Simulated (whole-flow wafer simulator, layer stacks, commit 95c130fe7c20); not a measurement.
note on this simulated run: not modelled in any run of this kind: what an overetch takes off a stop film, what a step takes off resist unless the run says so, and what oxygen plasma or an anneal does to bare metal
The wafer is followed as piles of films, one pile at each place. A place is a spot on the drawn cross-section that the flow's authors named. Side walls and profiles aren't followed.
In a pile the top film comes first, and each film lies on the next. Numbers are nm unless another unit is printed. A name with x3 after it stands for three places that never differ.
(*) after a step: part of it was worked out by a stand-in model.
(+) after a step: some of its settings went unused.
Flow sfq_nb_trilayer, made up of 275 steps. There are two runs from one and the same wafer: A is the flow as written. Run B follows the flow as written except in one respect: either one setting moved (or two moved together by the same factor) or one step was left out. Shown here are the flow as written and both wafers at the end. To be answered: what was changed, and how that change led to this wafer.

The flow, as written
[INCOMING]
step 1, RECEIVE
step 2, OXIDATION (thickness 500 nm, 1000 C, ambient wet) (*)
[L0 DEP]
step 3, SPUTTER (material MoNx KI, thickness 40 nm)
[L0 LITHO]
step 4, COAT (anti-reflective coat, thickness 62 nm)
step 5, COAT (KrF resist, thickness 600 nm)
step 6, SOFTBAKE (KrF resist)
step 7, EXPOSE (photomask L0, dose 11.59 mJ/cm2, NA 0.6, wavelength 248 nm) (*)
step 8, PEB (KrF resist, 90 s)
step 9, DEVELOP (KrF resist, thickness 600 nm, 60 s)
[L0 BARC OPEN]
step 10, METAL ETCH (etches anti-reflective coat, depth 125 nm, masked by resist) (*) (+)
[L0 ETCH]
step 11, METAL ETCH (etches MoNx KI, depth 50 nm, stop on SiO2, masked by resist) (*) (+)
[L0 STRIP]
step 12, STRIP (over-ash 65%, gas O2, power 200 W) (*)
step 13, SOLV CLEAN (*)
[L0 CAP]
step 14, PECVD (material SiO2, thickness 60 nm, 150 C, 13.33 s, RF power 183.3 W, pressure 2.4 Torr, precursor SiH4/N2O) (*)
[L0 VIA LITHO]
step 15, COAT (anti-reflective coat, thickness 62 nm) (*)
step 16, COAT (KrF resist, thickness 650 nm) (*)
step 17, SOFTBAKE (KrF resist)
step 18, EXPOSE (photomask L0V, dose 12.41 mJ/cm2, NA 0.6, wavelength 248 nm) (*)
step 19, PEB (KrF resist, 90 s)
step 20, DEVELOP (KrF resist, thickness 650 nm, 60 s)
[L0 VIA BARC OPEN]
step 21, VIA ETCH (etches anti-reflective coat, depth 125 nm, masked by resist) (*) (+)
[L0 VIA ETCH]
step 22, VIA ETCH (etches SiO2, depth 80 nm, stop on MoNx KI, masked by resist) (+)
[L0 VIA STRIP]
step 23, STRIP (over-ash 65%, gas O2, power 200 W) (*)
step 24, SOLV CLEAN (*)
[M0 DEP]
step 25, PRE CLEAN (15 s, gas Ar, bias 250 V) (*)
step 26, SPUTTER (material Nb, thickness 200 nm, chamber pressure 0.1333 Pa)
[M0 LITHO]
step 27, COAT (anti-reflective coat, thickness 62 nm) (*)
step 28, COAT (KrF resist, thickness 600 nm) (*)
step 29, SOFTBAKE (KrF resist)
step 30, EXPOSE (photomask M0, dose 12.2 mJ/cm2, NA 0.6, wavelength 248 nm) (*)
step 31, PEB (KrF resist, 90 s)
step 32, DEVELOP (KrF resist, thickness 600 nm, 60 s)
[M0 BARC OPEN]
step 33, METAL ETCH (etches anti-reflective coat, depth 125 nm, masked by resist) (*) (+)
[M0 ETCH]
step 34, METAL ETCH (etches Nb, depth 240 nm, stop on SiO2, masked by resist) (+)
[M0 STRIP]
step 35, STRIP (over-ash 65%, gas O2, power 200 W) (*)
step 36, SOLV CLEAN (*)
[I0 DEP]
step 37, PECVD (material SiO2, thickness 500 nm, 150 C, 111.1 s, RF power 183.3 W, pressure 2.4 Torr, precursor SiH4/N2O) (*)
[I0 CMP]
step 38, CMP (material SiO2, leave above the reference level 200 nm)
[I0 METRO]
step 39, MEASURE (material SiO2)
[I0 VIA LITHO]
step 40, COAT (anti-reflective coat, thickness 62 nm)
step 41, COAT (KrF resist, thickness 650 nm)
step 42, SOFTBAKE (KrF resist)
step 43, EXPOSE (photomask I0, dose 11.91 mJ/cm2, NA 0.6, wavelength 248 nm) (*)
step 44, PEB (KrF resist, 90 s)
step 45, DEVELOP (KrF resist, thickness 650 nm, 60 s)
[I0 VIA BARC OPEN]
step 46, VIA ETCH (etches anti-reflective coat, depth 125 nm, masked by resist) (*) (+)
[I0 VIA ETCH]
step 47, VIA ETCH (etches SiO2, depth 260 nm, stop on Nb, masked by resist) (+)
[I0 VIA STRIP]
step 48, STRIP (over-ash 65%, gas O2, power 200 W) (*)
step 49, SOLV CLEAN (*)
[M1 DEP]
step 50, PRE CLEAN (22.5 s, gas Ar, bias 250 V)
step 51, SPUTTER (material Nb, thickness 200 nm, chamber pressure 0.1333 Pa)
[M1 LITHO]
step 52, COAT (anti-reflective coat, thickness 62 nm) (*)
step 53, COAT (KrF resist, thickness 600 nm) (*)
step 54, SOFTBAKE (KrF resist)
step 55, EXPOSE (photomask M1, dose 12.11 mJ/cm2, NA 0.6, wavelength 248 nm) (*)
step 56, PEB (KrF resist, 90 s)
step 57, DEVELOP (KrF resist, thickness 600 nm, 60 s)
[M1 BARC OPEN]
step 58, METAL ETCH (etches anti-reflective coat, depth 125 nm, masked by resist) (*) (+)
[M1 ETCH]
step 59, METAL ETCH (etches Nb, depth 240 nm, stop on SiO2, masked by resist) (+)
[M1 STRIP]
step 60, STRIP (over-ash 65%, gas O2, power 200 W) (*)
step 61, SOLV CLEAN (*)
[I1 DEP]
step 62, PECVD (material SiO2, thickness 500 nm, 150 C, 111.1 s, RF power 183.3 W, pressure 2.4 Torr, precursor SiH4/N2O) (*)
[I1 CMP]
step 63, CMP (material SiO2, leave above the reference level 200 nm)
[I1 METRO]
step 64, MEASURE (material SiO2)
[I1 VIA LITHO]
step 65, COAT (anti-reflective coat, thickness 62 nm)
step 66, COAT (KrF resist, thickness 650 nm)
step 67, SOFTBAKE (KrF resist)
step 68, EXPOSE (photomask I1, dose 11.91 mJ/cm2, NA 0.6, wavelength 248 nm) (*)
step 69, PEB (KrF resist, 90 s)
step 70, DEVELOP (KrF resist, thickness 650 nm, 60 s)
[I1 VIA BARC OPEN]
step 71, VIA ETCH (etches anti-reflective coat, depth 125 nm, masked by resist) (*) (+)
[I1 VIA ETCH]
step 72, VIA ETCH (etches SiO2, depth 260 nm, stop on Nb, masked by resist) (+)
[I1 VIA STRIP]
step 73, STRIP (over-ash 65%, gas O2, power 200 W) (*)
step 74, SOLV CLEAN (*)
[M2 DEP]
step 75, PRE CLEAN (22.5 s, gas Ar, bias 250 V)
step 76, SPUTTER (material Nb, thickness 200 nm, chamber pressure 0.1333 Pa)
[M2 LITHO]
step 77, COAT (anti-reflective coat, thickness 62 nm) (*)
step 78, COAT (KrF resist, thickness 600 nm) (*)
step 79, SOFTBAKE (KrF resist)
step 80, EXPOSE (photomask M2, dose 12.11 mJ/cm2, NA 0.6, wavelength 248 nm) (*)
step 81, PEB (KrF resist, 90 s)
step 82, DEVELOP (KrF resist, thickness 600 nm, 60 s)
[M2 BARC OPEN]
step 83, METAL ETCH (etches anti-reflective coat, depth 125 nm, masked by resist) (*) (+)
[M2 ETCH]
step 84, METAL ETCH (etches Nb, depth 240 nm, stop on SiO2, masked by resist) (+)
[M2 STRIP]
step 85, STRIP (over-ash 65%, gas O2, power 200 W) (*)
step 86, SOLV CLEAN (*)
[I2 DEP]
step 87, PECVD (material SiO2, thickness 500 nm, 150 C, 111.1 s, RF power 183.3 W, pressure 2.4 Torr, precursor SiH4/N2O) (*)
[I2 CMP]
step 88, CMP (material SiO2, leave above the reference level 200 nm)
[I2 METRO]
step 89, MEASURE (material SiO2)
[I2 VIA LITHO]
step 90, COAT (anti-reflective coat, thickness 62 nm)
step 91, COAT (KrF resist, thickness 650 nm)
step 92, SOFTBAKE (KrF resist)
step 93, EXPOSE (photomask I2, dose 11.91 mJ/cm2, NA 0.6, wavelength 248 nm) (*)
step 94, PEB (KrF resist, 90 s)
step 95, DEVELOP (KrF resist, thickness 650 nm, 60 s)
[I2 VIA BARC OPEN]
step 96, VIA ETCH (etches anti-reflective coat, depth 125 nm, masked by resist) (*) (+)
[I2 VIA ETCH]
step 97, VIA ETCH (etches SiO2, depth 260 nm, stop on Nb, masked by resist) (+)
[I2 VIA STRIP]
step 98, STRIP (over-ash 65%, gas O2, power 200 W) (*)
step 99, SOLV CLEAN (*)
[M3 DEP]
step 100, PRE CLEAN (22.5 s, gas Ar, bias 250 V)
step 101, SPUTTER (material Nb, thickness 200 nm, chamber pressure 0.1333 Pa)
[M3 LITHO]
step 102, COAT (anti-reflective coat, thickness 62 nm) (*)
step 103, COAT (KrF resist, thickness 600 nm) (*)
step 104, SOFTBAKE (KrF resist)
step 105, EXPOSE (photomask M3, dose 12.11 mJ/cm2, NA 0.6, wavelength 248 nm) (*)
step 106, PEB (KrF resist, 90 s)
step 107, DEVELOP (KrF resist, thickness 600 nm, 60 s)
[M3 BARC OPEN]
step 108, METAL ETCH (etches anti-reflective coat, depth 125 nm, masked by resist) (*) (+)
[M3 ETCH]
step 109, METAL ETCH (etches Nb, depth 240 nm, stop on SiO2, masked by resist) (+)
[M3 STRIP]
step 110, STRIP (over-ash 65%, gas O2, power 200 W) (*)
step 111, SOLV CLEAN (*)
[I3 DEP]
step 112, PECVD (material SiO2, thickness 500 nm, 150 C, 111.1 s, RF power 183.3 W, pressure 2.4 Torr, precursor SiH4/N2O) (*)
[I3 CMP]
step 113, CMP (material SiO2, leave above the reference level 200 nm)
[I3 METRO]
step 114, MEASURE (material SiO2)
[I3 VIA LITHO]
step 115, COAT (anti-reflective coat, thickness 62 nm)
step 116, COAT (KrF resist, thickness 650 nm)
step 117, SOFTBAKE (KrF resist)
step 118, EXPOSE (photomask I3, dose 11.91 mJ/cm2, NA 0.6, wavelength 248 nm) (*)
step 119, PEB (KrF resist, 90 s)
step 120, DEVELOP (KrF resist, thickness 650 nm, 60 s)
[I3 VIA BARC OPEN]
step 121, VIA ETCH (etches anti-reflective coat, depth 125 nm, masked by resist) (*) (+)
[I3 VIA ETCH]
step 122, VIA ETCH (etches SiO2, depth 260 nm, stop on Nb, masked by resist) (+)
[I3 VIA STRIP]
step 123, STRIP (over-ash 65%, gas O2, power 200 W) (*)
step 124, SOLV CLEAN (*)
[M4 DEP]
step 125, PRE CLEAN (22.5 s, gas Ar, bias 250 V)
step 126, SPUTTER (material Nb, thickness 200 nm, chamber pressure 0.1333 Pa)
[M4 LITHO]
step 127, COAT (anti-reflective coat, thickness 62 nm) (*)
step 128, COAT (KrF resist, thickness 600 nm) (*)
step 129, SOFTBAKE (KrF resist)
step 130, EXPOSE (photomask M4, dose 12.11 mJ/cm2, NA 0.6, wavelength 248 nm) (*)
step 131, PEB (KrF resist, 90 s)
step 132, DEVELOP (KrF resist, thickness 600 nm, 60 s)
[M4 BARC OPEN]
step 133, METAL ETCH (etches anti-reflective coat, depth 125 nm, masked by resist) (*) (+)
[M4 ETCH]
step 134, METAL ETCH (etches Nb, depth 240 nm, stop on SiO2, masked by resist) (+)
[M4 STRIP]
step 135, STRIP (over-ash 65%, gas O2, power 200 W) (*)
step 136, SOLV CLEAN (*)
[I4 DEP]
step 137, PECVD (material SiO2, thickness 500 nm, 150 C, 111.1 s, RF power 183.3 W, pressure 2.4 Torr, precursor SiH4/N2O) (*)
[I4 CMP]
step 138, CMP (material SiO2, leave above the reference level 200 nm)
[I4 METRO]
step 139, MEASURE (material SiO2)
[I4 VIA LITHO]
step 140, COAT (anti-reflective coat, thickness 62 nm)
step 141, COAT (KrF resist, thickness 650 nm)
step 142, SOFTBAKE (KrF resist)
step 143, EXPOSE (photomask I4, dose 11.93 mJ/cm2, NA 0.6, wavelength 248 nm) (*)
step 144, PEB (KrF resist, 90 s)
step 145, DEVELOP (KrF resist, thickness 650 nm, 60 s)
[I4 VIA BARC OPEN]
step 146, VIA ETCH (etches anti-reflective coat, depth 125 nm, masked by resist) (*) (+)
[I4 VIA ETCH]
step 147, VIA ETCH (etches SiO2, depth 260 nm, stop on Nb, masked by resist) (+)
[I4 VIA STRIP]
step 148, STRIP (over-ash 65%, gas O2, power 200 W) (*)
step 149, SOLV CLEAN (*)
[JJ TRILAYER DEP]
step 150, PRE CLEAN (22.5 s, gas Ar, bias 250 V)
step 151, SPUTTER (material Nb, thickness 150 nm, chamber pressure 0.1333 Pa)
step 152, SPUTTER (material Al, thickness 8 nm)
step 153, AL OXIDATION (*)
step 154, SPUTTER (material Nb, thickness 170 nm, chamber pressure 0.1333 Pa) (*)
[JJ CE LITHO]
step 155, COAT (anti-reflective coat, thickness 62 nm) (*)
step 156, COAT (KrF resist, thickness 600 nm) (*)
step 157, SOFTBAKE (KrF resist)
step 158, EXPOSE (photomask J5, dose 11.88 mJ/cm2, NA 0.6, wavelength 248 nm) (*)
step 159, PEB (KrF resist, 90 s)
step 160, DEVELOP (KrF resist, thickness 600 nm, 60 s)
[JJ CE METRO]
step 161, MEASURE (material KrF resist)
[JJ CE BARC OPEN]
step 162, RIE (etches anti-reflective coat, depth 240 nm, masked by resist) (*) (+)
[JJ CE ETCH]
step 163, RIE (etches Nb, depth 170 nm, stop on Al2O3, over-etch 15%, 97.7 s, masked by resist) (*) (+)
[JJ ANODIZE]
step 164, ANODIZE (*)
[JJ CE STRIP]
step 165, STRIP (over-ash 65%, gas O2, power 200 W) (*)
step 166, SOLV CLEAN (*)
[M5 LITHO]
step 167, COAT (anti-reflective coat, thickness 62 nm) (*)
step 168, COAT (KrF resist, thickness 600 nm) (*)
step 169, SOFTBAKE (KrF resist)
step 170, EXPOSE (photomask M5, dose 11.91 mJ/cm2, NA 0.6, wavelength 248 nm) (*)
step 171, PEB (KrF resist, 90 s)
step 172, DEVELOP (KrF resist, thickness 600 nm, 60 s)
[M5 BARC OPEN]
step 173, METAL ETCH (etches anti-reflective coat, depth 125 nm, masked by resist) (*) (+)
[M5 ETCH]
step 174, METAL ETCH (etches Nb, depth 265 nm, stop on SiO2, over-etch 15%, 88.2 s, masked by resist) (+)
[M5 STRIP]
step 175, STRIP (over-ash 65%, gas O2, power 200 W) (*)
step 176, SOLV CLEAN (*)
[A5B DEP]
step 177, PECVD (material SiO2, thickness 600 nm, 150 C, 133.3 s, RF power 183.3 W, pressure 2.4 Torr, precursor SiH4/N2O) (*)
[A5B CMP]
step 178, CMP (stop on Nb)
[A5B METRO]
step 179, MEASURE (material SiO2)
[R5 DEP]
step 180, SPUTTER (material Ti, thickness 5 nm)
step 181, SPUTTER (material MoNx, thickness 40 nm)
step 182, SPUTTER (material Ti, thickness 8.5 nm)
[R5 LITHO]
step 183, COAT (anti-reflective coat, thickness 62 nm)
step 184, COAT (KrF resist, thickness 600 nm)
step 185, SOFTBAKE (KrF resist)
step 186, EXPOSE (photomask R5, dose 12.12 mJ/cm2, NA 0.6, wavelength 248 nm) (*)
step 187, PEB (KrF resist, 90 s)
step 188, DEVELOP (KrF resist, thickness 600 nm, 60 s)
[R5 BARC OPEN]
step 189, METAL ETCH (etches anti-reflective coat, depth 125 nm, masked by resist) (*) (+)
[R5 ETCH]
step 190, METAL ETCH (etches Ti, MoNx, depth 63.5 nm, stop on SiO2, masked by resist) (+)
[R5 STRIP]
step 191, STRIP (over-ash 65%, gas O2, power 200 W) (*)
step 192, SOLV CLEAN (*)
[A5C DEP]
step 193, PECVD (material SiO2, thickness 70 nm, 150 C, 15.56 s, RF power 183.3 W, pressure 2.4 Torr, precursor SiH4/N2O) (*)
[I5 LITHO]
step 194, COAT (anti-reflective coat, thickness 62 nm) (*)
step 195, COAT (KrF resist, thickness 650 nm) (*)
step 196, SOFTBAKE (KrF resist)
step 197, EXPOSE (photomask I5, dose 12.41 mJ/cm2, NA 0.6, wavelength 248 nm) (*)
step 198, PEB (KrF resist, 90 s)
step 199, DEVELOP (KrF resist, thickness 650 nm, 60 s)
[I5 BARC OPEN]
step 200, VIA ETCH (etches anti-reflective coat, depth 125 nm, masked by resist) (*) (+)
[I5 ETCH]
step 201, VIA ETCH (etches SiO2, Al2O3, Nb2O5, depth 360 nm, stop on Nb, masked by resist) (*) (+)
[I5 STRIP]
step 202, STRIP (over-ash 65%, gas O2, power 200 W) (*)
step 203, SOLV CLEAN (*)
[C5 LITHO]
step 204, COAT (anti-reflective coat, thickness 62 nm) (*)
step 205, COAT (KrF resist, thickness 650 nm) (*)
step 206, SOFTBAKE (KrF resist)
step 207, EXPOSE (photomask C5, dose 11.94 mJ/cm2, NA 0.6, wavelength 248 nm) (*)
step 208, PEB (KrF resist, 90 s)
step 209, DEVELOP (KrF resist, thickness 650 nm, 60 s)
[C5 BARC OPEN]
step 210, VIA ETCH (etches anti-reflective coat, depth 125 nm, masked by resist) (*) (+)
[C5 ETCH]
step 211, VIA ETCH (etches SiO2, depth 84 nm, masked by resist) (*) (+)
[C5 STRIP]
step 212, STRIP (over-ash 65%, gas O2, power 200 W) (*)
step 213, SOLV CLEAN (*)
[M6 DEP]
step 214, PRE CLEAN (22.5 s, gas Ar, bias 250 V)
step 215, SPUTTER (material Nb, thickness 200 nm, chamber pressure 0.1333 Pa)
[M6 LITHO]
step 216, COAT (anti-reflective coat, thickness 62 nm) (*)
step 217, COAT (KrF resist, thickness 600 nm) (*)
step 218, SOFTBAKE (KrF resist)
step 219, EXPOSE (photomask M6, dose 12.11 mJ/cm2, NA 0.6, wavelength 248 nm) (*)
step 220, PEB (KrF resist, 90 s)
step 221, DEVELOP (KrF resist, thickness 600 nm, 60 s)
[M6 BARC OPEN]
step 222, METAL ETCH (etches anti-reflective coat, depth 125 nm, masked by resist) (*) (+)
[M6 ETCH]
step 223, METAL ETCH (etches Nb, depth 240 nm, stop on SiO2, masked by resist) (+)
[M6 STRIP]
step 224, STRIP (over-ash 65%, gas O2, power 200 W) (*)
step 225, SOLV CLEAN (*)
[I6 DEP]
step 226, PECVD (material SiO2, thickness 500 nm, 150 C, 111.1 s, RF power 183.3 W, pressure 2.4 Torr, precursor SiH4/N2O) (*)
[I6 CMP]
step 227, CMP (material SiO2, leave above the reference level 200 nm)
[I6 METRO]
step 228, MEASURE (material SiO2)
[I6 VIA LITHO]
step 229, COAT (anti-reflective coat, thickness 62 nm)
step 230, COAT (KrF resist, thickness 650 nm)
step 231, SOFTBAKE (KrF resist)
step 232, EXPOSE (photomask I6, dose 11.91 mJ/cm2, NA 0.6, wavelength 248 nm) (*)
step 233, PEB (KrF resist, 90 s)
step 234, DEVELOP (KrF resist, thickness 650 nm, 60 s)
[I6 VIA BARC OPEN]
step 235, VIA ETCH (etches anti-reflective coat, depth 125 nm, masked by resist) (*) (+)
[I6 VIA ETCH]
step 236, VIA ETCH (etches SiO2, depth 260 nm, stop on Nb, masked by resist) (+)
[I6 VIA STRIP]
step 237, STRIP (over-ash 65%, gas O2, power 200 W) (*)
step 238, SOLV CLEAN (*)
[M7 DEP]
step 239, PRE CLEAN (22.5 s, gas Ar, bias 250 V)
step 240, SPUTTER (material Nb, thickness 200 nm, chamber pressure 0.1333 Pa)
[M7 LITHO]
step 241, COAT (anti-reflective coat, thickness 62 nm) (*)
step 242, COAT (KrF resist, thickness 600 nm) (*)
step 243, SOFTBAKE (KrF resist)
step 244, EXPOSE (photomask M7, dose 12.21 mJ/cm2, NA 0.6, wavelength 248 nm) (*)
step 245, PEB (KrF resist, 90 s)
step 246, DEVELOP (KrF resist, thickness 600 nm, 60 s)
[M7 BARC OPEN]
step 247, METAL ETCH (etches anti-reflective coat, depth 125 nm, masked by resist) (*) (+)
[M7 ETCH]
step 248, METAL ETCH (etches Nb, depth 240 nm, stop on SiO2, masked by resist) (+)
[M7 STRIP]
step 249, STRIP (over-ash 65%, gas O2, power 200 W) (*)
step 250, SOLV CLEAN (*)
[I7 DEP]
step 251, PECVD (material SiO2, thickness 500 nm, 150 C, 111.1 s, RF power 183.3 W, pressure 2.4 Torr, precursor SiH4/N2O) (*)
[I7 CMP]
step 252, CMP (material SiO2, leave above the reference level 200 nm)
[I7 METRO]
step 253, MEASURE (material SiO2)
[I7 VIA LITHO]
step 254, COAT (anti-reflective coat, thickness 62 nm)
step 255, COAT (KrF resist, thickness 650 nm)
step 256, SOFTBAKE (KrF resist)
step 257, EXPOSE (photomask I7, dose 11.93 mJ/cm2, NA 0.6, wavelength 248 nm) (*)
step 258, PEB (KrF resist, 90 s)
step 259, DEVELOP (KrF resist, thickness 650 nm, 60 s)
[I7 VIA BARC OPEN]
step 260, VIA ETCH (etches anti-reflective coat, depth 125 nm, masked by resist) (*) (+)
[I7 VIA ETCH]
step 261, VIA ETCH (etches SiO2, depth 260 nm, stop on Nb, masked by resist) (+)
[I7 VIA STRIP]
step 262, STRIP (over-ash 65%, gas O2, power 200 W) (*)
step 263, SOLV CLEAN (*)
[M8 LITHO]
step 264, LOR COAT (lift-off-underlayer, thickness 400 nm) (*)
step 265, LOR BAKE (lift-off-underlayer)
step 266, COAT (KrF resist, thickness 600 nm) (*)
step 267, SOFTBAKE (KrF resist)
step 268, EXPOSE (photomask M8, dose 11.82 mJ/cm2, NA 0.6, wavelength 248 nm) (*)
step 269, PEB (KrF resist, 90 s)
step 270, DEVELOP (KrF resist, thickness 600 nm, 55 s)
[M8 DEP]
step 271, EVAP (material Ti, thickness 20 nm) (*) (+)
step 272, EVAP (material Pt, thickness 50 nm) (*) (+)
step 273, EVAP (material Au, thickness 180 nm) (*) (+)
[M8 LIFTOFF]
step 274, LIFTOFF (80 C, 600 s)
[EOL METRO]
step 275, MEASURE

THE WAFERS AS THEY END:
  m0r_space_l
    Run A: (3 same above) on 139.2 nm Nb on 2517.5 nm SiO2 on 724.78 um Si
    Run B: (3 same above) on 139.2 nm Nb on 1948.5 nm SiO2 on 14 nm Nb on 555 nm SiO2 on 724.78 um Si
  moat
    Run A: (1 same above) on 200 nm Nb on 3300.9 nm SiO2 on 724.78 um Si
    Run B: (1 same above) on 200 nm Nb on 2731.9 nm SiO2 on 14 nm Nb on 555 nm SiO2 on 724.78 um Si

The reason: step 34, METAL ETCH: depth 186 nm was run, while the flow as written has depth 240 nm.

The path from the change to this, step by step:
  step 34, METAL ETCH (etches Nb, depth 240 nm, stop on SiO2, masked by resist) (+)
      moat, m0r_space_l, m0r_space_r: A -200 Nb (all of it) | B -186 Nb
      field_l, v_sur, via_wl and 100 more: A -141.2 KrF resist | B -109.4 KrF resist
  step 35, STRIP (over-ash 65%, gas O2, power 200 W) (*)
      p4_fl, p4_fm, p4_w1 and 68 more: A -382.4 KrF resist (all of it), -62 anti-reflective coat (all of it) | B -414.1 KrF resist (all of it), -62 anti-reflective coat (all of it)
      c5j, ce_r, sp_r, be_r, r_sur, res: A -389 KrF resist (all of it), -63.6 anti-reflective coat (all of it) | B -420.8 KrF resist (all of it), -63.6 anti-reflective coat (all of it)
      (as well as at 26 more places)
  step 37, PECVD (material SiO2, thickness 500 nm, 150 C, 111.1 s, RF power 183.3 W, pressure 2.4 Torr, precursor SiH4/N2O) (*)
      moat, m0r_space_l, m0r_space_r: A +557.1 SiO2 | B +543.1 SiO2 (new film)
Taking metal films that touch as one body, m0r_space_l has 2 bodies (between them, from the top down: SiO2 1948.5); the flow as written gives 1 body.
Taking metal films that touch as one body, moat has 2 bodies (between them, from the top down: SiO2 2731.9); the flow as written gives 1 body.
